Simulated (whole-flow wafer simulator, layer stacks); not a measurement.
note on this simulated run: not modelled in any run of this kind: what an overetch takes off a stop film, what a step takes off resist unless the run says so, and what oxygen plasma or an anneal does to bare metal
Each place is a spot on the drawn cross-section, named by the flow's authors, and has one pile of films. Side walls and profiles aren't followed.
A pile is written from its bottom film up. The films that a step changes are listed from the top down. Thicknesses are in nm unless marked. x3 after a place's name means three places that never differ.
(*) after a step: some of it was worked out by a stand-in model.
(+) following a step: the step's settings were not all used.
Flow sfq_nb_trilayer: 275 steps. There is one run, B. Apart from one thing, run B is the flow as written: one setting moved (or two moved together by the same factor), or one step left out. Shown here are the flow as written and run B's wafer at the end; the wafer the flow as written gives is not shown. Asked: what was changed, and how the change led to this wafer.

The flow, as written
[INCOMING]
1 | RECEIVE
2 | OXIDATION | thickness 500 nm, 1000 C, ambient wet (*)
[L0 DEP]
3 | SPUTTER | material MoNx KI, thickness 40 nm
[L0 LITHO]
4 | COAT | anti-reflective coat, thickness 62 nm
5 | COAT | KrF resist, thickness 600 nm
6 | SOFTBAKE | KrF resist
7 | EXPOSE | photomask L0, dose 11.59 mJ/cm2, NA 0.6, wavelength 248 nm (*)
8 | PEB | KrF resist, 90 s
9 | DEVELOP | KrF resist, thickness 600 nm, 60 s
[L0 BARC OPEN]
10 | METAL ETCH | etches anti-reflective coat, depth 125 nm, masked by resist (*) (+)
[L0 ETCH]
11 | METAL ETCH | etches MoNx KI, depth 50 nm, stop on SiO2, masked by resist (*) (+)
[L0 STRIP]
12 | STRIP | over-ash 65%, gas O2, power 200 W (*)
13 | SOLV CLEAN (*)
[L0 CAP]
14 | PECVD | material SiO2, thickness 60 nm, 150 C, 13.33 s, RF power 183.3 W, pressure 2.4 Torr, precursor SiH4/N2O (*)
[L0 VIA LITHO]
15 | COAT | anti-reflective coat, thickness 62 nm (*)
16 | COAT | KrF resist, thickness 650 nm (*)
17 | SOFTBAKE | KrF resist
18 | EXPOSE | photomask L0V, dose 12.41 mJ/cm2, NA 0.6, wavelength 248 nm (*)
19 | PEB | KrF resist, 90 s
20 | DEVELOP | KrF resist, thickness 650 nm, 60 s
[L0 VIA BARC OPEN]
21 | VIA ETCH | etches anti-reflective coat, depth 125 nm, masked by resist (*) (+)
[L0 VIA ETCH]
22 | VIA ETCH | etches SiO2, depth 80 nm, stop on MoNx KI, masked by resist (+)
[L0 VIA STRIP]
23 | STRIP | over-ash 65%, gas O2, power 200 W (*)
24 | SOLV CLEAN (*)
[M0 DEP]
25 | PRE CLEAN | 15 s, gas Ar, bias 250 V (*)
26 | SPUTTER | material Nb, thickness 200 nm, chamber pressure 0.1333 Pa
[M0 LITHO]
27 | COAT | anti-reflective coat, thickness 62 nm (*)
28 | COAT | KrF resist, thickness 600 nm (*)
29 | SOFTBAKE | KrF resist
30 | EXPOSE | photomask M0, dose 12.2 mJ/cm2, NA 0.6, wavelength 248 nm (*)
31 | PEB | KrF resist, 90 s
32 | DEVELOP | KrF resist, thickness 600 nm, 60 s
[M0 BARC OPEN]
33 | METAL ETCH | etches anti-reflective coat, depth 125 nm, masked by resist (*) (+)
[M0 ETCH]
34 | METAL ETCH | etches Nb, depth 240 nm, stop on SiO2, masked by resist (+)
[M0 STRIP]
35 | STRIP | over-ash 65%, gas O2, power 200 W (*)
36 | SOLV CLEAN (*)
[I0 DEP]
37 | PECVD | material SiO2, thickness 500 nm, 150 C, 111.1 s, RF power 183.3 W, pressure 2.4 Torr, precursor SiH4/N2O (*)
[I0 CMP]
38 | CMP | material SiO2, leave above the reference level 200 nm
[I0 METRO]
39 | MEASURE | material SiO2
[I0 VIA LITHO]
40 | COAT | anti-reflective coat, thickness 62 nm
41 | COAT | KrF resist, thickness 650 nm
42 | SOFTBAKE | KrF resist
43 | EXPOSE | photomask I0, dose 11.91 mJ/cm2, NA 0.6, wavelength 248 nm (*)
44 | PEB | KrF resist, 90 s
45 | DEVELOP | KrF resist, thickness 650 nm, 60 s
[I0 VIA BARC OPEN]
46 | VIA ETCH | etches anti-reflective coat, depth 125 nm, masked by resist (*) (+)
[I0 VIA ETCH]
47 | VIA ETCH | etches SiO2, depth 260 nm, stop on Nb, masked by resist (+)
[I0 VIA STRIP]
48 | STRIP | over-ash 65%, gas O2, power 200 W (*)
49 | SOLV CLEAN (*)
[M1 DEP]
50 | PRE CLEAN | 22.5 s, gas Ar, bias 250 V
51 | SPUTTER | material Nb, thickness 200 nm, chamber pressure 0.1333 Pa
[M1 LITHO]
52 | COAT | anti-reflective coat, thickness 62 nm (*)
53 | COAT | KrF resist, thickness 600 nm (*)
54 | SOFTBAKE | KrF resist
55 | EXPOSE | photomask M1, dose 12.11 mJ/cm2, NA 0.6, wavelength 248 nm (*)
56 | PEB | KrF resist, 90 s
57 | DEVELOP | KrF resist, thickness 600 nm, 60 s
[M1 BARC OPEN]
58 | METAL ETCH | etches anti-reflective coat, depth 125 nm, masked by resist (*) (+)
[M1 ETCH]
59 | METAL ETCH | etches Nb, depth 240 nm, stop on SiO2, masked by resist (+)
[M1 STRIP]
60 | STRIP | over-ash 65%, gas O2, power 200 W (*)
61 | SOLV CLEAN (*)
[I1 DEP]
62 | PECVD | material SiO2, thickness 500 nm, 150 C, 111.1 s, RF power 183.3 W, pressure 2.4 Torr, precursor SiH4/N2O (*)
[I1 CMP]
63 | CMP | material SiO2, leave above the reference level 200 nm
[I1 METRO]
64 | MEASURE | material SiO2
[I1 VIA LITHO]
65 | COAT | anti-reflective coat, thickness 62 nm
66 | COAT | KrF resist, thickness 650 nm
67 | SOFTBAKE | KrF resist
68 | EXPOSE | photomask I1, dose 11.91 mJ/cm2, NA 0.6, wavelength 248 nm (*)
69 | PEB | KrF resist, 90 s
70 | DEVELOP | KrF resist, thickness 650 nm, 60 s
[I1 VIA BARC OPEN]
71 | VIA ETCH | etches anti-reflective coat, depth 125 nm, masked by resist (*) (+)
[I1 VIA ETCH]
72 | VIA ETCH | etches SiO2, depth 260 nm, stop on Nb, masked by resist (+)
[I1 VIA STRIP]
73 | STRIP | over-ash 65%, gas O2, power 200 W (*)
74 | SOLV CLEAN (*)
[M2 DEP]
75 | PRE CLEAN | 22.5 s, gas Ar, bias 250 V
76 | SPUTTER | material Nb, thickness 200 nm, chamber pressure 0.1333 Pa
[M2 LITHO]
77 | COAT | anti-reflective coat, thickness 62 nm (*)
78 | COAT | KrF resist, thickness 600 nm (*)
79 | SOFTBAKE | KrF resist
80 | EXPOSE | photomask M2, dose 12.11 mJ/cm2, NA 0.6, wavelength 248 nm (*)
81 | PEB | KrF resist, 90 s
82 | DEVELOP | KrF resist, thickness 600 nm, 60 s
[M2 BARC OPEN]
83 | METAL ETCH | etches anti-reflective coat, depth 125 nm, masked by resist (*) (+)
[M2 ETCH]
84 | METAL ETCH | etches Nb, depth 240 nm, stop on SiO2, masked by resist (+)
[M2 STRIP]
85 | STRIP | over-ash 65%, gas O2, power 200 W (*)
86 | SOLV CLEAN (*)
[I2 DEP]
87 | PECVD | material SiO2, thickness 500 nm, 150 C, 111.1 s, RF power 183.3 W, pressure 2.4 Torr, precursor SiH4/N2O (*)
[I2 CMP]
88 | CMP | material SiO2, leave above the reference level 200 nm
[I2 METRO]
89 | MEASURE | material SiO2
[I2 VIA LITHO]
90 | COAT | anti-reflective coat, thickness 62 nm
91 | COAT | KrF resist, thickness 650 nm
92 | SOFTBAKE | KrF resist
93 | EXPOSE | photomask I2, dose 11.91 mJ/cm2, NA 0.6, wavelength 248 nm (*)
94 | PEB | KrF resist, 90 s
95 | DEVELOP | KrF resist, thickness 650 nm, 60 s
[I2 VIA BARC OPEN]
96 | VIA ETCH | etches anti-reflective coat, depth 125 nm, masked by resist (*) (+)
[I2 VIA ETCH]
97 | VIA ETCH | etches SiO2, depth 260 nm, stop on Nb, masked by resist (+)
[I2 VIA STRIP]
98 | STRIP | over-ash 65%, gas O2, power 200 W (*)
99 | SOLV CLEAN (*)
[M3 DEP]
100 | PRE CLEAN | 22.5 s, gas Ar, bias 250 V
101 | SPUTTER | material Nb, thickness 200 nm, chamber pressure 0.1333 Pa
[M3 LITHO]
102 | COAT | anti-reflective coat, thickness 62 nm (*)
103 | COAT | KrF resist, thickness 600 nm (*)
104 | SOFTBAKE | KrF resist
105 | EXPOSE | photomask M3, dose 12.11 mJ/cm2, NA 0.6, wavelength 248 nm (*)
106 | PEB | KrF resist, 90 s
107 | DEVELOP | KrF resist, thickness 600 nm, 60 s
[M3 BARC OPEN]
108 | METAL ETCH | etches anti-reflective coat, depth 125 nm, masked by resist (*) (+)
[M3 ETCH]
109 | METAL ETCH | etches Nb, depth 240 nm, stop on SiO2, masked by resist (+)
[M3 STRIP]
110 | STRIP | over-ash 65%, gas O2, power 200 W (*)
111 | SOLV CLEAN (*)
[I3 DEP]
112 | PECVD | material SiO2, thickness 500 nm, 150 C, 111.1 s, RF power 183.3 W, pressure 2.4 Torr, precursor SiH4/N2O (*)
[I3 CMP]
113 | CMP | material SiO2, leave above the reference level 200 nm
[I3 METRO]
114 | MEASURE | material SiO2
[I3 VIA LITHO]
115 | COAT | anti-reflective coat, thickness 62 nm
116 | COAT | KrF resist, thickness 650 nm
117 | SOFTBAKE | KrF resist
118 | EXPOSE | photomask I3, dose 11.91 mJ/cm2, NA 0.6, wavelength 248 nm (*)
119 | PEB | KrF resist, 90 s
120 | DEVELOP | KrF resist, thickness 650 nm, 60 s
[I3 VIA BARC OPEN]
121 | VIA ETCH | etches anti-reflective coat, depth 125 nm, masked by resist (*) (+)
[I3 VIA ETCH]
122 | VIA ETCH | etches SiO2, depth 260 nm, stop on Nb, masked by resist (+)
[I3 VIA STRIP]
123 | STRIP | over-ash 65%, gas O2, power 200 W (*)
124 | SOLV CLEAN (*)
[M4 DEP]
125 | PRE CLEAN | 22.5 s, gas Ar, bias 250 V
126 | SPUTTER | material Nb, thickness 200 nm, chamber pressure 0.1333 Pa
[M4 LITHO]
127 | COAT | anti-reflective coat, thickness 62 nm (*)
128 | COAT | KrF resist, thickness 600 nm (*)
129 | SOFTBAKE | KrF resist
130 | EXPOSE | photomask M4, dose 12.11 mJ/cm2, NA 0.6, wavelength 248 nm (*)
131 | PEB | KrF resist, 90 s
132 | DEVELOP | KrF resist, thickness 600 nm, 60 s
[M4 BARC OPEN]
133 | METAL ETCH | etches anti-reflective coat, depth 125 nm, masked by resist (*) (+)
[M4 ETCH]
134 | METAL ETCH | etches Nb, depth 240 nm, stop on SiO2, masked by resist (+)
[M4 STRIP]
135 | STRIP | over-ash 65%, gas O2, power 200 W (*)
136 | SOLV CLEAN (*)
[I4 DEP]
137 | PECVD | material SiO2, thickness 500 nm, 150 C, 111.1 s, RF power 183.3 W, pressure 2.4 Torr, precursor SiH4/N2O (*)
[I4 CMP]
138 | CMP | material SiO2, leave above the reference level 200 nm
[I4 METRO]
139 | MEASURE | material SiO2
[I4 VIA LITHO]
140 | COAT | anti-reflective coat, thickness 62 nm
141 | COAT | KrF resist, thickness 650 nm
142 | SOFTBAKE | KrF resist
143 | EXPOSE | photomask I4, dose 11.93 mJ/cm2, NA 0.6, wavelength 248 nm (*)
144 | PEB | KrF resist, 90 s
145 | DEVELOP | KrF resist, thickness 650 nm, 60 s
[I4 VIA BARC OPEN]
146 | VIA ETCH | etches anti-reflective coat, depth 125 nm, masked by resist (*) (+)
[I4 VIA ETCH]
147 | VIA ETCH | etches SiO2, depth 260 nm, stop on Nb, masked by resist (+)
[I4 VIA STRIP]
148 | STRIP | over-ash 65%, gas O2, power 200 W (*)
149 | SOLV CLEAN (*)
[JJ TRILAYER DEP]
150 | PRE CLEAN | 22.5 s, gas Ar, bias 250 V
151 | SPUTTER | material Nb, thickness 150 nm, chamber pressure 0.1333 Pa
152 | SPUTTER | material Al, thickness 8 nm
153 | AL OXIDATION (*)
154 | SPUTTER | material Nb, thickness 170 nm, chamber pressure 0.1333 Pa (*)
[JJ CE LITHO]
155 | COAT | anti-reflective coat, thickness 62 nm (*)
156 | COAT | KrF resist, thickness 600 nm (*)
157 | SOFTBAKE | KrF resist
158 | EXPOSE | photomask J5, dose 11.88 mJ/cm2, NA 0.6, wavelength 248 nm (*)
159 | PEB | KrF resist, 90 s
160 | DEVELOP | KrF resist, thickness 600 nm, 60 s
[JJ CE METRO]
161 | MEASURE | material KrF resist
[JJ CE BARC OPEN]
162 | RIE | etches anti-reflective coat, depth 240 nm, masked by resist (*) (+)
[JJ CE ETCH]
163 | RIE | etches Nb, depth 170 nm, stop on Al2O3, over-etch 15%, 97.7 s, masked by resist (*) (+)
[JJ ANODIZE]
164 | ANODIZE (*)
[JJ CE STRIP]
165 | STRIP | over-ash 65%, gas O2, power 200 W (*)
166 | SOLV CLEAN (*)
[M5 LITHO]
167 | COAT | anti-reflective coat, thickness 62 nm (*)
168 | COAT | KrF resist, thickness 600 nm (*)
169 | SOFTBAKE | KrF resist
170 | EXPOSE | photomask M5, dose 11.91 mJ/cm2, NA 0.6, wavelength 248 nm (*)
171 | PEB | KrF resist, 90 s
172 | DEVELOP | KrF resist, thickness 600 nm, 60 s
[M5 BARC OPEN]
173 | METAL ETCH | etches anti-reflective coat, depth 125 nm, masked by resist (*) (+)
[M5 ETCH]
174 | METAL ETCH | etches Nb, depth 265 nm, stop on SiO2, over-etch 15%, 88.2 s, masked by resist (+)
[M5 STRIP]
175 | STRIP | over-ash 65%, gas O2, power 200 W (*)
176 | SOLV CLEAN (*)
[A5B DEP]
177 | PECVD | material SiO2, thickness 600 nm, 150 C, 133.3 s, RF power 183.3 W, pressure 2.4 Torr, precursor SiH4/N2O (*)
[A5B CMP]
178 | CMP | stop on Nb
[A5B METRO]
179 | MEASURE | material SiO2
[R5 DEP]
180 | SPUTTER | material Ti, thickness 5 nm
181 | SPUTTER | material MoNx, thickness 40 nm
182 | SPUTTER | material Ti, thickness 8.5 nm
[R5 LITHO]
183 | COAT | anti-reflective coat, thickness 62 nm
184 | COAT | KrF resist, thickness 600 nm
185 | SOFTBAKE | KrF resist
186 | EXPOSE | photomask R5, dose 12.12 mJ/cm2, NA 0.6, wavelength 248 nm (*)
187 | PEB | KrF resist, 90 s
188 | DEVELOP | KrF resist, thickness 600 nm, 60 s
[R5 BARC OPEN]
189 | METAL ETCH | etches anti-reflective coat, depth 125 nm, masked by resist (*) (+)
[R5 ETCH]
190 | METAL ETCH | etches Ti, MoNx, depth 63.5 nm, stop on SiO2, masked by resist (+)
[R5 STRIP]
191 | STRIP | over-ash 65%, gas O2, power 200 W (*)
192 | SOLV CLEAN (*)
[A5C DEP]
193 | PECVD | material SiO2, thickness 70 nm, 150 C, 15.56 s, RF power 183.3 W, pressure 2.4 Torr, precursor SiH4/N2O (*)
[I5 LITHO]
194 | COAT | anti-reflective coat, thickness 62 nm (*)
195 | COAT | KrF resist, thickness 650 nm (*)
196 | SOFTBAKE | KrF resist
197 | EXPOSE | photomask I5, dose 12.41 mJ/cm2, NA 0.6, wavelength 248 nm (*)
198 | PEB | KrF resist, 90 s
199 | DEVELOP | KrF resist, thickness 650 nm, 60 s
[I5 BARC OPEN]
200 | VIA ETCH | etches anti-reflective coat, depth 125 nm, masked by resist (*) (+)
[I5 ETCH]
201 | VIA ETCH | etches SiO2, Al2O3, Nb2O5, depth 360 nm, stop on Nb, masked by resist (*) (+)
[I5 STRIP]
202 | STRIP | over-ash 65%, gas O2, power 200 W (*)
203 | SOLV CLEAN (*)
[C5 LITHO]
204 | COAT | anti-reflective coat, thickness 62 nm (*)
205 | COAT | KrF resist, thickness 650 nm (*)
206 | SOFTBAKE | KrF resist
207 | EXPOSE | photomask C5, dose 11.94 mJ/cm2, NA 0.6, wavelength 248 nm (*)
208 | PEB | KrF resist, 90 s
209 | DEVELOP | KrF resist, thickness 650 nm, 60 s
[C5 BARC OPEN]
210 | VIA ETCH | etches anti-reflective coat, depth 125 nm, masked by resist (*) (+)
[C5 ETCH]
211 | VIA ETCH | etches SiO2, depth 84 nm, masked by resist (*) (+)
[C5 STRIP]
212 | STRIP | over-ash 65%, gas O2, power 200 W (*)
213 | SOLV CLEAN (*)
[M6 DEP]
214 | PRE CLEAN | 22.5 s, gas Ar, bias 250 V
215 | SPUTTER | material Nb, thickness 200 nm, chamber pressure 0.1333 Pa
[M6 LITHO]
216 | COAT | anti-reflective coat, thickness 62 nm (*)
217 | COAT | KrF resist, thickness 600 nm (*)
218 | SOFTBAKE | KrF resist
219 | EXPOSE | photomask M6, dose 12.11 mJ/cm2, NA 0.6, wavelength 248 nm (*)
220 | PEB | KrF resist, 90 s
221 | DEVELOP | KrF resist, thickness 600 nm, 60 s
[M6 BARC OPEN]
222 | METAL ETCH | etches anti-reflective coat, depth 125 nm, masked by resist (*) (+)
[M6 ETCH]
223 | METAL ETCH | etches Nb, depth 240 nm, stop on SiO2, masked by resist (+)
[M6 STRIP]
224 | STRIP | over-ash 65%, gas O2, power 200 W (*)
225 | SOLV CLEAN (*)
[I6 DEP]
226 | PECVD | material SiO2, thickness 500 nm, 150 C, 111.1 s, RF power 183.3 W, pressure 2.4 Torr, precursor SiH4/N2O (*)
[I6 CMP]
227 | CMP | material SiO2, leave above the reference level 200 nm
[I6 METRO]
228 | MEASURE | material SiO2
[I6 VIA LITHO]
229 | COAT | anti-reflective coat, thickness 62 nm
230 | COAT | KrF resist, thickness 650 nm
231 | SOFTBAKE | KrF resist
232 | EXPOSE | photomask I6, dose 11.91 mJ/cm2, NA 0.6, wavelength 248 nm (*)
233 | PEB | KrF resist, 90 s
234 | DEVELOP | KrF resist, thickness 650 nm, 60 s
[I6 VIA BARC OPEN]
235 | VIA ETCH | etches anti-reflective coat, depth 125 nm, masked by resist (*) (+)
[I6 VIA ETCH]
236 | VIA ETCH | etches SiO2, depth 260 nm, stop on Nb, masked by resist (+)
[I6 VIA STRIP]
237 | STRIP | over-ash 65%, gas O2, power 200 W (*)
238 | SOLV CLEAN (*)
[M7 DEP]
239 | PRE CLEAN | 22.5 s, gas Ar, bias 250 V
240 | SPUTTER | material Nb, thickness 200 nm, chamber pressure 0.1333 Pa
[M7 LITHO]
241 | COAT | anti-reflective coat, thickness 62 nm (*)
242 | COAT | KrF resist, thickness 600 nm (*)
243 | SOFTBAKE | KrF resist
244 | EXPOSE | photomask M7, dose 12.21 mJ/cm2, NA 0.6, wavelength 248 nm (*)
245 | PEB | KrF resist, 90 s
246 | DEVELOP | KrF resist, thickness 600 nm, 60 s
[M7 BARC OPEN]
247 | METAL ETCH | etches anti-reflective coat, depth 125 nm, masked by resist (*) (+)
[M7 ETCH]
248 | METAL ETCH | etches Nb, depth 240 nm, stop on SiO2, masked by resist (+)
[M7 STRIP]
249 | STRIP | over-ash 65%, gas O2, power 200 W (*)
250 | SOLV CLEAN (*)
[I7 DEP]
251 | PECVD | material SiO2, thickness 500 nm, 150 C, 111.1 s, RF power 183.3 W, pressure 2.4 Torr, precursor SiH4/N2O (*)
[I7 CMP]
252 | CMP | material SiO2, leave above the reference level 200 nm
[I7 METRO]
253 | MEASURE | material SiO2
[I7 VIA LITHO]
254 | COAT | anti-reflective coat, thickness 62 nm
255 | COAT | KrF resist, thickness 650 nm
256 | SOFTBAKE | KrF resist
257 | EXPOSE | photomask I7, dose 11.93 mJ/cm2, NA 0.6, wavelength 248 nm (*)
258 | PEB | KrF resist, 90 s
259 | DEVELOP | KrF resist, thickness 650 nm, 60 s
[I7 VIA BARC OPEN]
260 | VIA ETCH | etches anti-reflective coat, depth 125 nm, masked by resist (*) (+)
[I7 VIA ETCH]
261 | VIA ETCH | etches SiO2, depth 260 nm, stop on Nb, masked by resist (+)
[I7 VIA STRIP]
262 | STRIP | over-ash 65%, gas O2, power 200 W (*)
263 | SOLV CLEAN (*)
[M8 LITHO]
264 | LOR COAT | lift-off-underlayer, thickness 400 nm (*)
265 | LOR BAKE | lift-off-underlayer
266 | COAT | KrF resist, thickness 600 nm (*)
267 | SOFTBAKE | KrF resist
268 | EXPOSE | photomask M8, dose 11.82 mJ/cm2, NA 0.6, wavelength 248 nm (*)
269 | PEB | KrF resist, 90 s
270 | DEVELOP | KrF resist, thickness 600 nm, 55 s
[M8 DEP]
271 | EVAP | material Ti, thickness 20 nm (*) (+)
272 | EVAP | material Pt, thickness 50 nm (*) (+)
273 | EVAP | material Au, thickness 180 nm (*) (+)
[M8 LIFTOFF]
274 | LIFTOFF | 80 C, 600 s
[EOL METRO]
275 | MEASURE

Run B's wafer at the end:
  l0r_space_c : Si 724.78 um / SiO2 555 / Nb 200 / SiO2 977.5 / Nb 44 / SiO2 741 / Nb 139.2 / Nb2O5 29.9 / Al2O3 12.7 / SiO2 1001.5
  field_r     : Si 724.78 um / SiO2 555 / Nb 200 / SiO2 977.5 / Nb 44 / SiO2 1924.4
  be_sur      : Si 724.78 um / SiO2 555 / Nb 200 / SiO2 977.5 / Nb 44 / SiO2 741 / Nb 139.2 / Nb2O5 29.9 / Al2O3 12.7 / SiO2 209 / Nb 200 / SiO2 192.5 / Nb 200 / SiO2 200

What caused this: step 109, METAL ETCH: depth 156 nm was run, whereas the flow has depth 240 nm.

The path from the change to this, step by step:
  109 | METAL ETCH | etches Nb, depth 240 nm, stop on SiO2, masked by resist (+)
      field_l, be, be_sur and 72 more: Nb loses 156 (it would be, as written: Nb loses 200 (all of it))
      v_sur, via_wl, via_w and 28 more: KrF resist loses 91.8 (it would be, as written: KrF resist loses 141.2)
  110 | STRIP | over-ash 65%, gas O2, power 200 W (*)
      p4_w1, p4_w2, p4_w3 and 21 more: KrF resist loses 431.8 (all of it), anti-reflective coat loses 62 (all of it) (it would be, as written: KrF resist loses 382.4 (all of it), anti-reflective coat loses 62 (all of it))
      via_wl, via_wr: KrF resist loses 433.6 (all of it), anti-reflective coat loses 34.2 (all of it) (it would be, as written: KrF resist loses 384.2 (all of it), anti-reflective coat loses 34.2 (all of it))
      (as well as at 5 more places)
  112 | PECVD | material SiO2, thickness 500 nm, 150 C, 111.1 s, RF power 183.3 W, pressure 2.4 Torr, precursor SiH4/N2O (*)
      field_l, be, be_sur and 64 more: SiO2 gains 500 (new film) (it would be, as written: SiO2 gains 500)
      p4_g1, p4_g2, p3_s0, p3_s1, p3_s2, p3_s3, p3_s4, p3_s5: SiO2 gains 513.1 (new film) (it would be, as written: SiO2 gains 557.1)
  113 | CMP | material SiO2, leave above the reference level 200 nm
      field_l, be, be_sur and 64 more: SiO2 loses 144 (it would be, as written: SiO2 loses 100)
With metal films that touch counted as one body, l0r_space_c has 3 bodies (between them, from the top down: SiO2 741; SiO2 977.5); the flow as written gives 2 bodies (between them, from the top down: SiO2 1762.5).
With metal films that touch counted as one body, field_r has 2 bodies (between them, from the top down: SiO2 977.5); the flow as written gives 1 body.
With metal films that touch counted as one body, be_sur has 5 bodies (between them, from the top down: SiO2 192.5; SiO2 209 / Al2O3 12.7 / Nb2O5 29.9; SiO2 741; SiO2 977.5); the flow as written gives 4 bodies (between them, from the top down: SiO2 192.5; SiO2 209 / Al2O3 12.7 / Nb2O5 29.9; SiO2 1762.5).
